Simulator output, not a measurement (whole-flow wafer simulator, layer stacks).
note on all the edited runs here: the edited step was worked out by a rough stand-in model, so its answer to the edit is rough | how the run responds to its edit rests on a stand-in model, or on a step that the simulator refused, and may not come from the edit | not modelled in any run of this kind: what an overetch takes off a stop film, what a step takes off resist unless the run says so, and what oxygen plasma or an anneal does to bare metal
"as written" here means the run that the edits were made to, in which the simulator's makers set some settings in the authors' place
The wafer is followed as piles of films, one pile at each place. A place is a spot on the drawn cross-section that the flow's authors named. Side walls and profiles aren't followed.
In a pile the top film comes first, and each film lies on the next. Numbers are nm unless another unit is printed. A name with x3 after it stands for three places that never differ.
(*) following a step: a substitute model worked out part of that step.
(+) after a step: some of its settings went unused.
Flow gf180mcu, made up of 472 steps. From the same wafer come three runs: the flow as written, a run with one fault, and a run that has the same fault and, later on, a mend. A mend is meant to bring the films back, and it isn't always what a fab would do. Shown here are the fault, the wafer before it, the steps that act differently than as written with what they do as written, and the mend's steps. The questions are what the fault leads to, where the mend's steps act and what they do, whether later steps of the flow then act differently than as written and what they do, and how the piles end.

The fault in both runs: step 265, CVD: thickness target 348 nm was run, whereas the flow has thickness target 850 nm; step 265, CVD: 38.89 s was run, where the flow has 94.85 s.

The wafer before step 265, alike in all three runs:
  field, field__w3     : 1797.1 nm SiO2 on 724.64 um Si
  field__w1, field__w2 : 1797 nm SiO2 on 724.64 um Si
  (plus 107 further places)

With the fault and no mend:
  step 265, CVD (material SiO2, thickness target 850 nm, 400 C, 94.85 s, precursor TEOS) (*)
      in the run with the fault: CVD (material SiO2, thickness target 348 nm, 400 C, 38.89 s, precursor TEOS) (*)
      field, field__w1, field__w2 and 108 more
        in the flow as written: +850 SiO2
        in the run with the fault: +359 SiO2
  Steps later in the flow that act otherwise than as written (not shown: 1 more step that differs only slightly, by at most 2% or 0.5 nm, whichever is larger):
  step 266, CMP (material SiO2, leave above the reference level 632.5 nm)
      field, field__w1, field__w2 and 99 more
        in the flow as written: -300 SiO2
        in the run with the fault: nothing
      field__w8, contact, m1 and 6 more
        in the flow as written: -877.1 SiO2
        in the run with the fault: -386.1 SiO2
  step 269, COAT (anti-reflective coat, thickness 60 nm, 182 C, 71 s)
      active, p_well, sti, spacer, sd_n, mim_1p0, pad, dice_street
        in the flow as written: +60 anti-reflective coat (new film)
        in the run with the fault: +61.3 anti-reflective coat (new film)
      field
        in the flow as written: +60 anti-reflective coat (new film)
        in the run with the fault: +148.3 anti-reflective coat (new film)
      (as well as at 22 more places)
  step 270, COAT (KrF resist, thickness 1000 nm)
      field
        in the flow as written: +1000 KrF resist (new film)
        in the run with the fault: +961.9 KrF resist (new film)
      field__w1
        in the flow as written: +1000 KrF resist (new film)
        in the run with the fault: +971.6 KrF resist (new film)
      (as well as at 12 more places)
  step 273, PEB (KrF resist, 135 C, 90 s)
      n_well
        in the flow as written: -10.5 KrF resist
        in the run with the fault: -9.54 KrF resist
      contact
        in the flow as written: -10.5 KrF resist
        in the run with the fault: -8.91 KrF resist
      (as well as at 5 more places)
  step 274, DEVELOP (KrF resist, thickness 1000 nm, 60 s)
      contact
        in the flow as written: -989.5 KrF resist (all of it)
        in the run with the fault: -887.2 KrF resist (all of it)
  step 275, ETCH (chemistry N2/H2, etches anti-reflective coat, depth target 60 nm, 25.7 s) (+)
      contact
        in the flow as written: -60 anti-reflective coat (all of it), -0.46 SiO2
        in the run with the fault: -18.7 anti-reflective coat (all of it), -1.52 SiO2
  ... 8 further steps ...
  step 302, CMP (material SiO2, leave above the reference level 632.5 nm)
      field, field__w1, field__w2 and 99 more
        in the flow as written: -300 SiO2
        in the run with the fault: -287.7 SiO2
  The piles end different from the flow's at field, field__w1, field__w2 and 105 more by more than 2% or 0.5 nm, whichever is larger.
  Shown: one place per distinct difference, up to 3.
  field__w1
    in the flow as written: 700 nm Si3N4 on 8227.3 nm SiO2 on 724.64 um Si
    in the run with the fault: 700 nm Si3N4 on 5896.3 nm SiO2 on 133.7 nm W on 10 nm TiN on 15 nm Ti on 2156 nm SiO2 on 724.64 um Si
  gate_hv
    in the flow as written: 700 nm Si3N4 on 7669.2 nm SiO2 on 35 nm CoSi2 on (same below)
    in the run with the fault: 700 nm Si3N4 on 5896.3 nm SiO2 on 133.7 nm W on 10 nm TiN on 15 nm Ti on 1597.9 nm SiO2 on 35 nm CoSi2 on (same below)
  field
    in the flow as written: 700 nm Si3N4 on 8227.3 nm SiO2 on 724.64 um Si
    in the run with the fault: 700 nm Si3N4 on 5896.3 nm SiO2 on 133.7 nm W on 10 nm TiN on 15 nm Ti on 2156.1 nm SiO2 on 724.64 um Si

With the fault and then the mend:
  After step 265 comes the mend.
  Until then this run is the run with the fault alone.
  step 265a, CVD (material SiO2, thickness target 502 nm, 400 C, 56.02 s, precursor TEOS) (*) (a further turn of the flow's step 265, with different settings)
      field, field__w1, field__w2 and 108 more
        +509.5 SiO2
  Steps later in the flow that act otherwise than as written:
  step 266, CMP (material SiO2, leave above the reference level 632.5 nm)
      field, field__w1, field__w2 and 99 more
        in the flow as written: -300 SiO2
        in the run with the mend: -318.5 SiO2
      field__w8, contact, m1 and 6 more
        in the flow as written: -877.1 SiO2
        in the run with the mend: -895.6 SiO2
  At every place that both follow, the piles at the end match the flow's.
